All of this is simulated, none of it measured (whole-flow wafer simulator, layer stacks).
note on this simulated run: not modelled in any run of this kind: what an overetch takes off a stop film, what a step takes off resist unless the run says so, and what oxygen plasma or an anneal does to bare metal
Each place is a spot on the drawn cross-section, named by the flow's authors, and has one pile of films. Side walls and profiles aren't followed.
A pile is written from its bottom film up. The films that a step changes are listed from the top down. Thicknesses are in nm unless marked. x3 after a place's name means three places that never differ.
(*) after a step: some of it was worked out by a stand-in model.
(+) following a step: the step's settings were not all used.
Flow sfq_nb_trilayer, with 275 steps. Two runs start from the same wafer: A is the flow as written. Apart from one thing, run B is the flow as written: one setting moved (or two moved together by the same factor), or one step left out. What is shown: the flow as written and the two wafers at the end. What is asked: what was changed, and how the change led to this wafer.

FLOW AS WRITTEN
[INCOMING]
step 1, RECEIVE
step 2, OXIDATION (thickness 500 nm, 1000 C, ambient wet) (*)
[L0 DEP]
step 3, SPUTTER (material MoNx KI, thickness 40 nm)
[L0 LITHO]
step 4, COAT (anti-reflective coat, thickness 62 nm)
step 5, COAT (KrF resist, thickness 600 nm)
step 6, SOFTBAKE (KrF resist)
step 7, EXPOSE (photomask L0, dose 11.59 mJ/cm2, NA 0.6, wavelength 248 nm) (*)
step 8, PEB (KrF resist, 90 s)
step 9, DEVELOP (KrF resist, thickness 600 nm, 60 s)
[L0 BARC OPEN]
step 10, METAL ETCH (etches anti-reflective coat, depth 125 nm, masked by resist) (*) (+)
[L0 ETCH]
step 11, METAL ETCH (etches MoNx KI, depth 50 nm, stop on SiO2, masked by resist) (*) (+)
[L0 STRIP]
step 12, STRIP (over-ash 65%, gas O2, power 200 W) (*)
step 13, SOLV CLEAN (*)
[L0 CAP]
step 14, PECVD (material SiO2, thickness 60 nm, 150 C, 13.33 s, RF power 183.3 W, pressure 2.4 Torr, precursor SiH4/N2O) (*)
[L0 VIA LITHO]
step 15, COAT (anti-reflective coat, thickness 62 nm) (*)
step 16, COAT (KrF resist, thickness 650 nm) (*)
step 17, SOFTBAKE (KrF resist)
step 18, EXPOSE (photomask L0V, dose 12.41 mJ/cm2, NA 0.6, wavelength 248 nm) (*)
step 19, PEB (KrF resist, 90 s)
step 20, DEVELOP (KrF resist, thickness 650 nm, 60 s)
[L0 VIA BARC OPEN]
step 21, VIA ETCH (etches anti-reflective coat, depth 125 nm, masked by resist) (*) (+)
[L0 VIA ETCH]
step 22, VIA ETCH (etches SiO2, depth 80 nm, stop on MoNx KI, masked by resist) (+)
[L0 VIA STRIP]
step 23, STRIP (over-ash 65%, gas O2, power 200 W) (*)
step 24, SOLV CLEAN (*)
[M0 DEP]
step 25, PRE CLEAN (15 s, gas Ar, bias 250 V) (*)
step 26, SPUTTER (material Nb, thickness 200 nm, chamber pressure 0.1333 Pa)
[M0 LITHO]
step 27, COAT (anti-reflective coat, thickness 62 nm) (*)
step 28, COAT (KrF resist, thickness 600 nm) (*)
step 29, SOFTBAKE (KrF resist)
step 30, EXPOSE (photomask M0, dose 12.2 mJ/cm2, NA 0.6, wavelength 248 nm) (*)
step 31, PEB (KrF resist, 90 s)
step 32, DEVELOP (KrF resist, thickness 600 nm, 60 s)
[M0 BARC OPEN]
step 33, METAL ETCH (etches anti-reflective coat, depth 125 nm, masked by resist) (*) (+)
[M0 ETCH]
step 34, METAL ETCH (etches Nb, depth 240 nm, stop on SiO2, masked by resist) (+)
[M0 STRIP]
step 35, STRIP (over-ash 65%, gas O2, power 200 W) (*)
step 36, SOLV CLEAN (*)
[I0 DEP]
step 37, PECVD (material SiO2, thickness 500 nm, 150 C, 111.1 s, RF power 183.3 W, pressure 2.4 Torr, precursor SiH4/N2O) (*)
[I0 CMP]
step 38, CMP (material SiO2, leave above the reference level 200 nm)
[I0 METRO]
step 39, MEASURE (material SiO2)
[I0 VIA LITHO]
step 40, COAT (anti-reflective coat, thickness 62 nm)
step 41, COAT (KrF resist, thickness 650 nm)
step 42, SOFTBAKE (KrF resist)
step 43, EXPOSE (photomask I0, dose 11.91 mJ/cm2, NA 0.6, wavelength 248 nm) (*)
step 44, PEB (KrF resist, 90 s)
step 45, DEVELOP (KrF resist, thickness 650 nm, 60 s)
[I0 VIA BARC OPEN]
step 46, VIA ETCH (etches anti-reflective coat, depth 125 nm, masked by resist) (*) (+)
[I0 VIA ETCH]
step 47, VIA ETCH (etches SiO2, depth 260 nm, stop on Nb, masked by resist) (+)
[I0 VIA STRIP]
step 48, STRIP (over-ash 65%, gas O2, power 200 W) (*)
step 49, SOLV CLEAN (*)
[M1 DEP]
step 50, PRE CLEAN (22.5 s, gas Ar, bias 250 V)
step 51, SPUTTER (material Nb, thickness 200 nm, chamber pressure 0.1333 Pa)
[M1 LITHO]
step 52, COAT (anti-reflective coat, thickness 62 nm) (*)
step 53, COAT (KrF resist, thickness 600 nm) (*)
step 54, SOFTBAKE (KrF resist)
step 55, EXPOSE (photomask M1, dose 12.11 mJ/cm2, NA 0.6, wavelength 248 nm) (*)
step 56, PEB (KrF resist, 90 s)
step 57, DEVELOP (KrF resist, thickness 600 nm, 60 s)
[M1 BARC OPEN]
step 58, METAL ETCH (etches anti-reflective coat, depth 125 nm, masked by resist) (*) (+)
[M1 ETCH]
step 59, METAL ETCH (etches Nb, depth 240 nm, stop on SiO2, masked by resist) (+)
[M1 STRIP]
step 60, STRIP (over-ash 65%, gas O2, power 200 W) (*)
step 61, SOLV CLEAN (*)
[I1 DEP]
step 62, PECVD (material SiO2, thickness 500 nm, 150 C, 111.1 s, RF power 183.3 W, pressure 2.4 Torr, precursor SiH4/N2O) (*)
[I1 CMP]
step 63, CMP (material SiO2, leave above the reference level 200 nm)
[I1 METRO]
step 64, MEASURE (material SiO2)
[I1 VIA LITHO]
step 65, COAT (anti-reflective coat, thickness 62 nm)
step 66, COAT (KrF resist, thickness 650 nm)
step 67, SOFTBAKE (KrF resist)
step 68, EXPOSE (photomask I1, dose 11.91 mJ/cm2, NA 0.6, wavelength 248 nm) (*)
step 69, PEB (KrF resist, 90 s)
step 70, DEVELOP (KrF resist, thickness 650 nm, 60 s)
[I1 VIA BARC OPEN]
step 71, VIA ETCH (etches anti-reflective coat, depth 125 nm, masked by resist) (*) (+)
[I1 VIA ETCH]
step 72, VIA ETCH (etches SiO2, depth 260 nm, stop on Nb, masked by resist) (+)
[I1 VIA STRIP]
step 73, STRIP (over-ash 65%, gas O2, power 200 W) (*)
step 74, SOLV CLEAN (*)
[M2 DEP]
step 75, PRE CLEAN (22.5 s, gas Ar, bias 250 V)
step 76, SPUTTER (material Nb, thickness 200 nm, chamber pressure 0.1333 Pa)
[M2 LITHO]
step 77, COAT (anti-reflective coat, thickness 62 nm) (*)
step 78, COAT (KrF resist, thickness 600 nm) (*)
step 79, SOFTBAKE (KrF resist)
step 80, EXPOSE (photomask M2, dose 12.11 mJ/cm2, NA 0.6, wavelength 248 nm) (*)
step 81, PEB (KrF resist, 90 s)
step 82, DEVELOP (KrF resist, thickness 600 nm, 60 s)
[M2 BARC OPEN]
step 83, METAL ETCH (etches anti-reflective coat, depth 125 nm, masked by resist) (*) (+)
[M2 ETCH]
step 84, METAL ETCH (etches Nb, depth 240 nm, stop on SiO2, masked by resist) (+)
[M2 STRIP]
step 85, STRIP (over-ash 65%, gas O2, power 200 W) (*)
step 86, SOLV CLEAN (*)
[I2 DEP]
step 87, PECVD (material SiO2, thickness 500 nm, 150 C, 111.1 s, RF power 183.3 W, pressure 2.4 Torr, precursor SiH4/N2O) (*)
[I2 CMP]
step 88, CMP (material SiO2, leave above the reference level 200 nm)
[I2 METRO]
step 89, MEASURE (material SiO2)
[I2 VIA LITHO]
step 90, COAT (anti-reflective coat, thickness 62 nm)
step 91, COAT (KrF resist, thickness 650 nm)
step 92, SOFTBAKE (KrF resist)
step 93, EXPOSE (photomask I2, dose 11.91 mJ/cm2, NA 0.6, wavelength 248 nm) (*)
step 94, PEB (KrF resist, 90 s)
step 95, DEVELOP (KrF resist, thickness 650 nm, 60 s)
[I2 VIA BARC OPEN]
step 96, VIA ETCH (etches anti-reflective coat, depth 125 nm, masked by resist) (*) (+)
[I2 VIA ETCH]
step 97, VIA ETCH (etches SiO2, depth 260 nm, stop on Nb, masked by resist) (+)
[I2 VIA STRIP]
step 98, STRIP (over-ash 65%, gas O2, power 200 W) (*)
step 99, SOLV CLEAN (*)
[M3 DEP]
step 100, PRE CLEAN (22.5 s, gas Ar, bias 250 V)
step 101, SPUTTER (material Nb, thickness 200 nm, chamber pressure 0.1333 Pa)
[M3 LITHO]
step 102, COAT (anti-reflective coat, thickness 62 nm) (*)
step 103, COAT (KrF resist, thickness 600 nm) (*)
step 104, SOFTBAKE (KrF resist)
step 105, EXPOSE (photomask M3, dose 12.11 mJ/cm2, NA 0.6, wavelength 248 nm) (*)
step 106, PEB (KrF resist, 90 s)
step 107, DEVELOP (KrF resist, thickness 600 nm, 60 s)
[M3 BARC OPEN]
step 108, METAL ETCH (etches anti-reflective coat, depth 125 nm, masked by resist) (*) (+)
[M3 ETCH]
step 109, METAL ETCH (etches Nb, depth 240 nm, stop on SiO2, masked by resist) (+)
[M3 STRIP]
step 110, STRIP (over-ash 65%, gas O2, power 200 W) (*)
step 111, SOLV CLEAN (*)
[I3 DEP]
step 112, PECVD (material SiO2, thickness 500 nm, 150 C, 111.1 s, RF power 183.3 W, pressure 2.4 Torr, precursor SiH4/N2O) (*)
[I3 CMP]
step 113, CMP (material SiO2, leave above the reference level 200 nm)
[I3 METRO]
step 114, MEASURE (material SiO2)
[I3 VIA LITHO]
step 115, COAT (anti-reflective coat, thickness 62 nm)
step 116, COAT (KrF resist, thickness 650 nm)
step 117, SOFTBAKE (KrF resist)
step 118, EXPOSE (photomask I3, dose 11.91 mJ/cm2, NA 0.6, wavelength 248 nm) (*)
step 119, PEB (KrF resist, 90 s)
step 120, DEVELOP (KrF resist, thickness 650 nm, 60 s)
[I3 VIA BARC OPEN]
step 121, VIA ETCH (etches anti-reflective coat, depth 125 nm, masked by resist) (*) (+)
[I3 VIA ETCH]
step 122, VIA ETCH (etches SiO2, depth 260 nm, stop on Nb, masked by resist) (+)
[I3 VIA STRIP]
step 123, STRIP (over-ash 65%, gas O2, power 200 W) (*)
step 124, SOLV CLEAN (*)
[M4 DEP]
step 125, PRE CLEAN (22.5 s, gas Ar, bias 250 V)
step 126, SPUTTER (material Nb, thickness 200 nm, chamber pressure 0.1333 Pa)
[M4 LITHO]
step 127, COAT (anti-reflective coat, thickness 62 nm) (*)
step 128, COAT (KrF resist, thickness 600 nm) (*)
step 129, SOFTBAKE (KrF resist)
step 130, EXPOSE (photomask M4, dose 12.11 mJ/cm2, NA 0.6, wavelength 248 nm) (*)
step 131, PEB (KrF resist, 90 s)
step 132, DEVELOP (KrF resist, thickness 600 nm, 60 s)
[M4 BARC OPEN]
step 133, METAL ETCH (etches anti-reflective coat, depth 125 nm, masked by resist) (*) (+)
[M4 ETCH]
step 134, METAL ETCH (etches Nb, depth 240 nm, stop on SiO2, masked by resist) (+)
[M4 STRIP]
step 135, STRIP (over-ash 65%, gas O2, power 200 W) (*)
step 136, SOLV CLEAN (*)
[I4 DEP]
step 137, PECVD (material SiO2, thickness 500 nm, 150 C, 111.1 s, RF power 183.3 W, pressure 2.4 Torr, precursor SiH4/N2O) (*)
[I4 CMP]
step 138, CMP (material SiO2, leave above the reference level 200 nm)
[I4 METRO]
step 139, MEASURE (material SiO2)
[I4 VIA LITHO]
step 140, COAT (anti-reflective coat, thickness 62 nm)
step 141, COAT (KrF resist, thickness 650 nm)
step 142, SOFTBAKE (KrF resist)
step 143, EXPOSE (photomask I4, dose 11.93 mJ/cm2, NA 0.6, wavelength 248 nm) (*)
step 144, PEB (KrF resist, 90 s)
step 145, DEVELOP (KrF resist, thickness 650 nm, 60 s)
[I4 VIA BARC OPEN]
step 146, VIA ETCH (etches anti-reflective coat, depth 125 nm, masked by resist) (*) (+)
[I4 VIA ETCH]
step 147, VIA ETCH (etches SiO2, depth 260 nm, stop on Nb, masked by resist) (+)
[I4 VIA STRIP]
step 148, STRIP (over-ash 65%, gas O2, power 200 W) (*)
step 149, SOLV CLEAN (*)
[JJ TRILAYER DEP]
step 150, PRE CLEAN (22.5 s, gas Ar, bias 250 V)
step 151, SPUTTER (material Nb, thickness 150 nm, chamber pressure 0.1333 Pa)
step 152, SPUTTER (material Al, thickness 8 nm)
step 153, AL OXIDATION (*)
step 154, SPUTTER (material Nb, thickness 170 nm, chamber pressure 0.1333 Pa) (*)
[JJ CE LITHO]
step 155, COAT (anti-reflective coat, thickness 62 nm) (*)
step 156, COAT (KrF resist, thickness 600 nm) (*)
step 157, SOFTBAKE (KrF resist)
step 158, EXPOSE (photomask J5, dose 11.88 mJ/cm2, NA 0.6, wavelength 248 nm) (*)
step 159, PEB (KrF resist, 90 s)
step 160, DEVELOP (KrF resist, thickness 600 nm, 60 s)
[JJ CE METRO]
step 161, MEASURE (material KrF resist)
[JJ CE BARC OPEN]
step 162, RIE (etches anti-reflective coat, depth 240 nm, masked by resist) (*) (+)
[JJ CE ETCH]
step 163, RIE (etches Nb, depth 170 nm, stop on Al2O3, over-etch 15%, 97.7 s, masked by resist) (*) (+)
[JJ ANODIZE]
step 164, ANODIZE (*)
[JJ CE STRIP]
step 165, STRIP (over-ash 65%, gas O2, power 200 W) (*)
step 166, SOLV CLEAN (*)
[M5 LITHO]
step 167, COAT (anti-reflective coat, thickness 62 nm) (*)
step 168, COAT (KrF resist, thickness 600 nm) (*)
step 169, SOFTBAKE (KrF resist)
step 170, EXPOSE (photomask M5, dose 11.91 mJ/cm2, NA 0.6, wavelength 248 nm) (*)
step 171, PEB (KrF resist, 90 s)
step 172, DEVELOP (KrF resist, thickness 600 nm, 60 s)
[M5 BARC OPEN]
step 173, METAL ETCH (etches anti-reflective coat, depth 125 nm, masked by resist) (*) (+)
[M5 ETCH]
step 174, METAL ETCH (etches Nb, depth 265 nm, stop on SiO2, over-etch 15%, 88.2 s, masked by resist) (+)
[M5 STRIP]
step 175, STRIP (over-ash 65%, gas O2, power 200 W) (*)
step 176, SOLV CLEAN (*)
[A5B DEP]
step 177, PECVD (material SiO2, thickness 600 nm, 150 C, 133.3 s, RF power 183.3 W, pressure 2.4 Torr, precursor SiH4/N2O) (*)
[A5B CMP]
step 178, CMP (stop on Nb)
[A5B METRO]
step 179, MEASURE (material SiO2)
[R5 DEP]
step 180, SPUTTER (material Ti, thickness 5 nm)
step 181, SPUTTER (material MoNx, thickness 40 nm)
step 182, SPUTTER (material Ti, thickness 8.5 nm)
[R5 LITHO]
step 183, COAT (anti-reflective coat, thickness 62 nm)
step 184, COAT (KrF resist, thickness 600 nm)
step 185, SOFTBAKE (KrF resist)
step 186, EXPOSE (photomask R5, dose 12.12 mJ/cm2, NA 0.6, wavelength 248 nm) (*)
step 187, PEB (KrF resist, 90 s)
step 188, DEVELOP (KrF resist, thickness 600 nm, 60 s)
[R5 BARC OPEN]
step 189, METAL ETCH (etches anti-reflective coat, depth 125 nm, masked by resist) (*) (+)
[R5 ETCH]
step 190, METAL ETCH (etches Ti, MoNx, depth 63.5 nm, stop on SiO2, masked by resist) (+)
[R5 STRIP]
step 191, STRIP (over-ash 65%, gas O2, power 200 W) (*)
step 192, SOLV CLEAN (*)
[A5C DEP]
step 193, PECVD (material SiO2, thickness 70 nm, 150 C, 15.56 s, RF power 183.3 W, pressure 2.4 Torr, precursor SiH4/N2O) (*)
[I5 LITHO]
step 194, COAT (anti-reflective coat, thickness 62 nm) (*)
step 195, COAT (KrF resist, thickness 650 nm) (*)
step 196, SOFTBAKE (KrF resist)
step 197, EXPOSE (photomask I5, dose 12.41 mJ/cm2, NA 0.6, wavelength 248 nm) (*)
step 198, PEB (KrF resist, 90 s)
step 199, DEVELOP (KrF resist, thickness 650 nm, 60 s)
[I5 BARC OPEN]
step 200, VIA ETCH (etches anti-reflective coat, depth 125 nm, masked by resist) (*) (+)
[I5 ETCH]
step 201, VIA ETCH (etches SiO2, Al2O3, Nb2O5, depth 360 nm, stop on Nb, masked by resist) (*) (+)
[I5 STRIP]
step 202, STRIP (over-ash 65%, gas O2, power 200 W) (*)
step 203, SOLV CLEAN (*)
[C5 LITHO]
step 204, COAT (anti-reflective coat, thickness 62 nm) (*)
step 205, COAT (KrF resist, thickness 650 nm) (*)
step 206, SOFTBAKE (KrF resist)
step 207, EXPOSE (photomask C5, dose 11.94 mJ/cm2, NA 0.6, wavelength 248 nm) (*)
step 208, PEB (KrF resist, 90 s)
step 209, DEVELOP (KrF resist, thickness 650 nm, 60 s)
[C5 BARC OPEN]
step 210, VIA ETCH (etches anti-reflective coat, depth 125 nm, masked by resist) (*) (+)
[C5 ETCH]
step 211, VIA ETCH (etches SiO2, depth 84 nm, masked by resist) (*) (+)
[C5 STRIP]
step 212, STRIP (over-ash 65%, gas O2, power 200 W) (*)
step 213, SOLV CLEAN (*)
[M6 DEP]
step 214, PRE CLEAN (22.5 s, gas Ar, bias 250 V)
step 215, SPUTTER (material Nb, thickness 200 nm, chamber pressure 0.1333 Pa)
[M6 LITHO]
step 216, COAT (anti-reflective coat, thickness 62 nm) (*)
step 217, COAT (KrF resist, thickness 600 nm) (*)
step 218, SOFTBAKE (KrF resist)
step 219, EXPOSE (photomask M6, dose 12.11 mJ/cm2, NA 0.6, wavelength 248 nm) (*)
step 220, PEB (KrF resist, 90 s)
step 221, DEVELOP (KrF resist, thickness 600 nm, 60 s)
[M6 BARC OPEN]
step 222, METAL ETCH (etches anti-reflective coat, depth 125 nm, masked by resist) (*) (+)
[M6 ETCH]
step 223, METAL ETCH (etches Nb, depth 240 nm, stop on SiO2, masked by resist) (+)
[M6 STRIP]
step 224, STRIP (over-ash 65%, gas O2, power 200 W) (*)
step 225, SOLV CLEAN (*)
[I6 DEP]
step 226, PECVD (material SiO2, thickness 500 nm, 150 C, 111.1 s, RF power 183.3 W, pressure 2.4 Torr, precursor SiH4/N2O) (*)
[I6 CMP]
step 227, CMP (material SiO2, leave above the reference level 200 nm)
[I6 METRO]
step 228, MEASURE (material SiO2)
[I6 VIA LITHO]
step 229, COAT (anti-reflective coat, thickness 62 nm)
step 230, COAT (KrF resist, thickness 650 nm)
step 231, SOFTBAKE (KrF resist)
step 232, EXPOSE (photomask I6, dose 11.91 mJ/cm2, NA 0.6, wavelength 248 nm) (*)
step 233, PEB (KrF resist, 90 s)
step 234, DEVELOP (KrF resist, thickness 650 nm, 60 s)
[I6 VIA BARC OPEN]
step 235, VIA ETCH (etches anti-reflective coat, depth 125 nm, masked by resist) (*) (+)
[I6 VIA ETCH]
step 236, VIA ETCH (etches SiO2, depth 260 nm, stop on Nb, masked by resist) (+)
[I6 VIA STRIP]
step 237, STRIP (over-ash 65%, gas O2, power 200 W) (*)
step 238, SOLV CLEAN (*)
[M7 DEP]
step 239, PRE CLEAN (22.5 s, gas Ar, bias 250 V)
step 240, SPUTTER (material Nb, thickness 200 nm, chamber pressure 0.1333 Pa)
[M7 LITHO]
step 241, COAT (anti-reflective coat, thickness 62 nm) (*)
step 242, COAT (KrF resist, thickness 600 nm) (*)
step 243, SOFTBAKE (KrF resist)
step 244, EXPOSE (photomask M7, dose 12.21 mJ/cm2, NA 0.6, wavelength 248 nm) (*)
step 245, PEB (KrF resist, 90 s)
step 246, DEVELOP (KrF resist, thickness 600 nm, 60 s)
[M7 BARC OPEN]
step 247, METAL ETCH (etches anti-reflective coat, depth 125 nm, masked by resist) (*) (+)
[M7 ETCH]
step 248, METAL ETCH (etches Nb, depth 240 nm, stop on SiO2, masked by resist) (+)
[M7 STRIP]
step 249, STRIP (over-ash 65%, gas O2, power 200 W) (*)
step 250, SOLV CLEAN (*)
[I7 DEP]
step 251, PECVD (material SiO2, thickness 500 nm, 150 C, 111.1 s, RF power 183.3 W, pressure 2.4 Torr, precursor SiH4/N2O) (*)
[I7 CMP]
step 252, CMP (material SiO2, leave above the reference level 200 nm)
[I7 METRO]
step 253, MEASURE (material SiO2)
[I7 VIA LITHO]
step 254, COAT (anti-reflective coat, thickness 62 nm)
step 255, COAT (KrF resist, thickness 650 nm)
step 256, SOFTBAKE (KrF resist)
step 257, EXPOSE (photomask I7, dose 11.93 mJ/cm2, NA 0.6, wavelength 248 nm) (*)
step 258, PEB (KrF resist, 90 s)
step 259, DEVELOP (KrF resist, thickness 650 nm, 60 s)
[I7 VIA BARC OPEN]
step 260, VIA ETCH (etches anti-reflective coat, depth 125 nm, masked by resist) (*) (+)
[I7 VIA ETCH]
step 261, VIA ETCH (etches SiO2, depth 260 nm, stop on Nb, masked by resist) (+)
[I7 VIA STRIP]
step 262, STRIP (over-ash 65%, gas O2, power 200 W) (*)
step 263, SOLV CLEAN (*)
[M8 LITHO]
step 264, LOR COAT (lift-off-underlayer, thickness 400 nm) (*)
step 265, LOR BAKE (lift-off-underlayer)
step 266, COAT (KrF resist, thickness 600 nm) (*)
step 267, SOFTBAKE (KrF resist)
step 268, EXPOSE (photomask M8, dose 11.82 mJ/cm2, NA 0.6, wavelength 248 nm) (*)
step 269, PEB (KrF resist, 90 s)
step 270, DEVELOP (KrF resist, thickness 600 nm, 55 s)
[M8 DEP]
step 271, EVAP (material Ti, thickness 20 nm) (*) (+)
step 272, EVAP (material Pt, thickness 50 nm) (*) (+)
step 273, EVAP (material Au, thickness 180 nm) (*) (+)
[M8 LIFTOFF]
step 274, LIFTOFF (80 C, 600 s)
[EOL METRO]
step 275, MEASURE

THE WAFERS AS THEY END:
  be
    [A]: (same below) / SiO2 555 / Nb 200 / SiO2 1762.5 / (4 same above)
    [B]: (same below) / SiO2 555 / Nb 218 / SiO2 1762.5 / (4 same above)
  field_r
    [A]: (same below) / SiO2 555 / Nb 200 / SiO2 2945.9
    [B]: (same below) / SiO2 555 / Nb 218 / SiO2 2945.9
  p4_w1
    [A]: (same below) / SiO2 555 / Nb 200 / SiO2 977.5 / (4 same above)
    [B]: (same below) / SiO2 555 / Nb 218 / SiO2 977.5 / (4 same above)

What caused this: step 26, SPUTTER: thickness 218 nm was run, whereas the flow has thickness 200 nm.
The wafer itself shows it: be has Nb 218, and step 26 as written asks for 200 nm.

How this came from the change, step by step:
  step 26, SPUTTER (material Nb, thickness 200 nm, chamber pressure 0.1333 Pa)
      field_l, v_sur, via_wl and 102 more: A +200 Nb (new film) | B +218 Nb (new film)
      l0v: A +195.7 Nb (new film) | B +213.7 Nb (new film)
  step 34, METAL ETCH (etches Nb, depth 240 nm, stop on SiO2, masked by resist) (+)
      moat, m0r_space_l x2: A -200 Nb (all of it) | B -218 Nb (all of it)
  step 37, PECVD (material SiO2, thickness 500 nm, 150 C, 111.1 s, RF power 183.3 W, pressure 2.4 Torr, precursor SiH4/N2O) (*)
      moat, m0r_space_l x2: A +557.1 SiO2 | B +575.1 SiO2
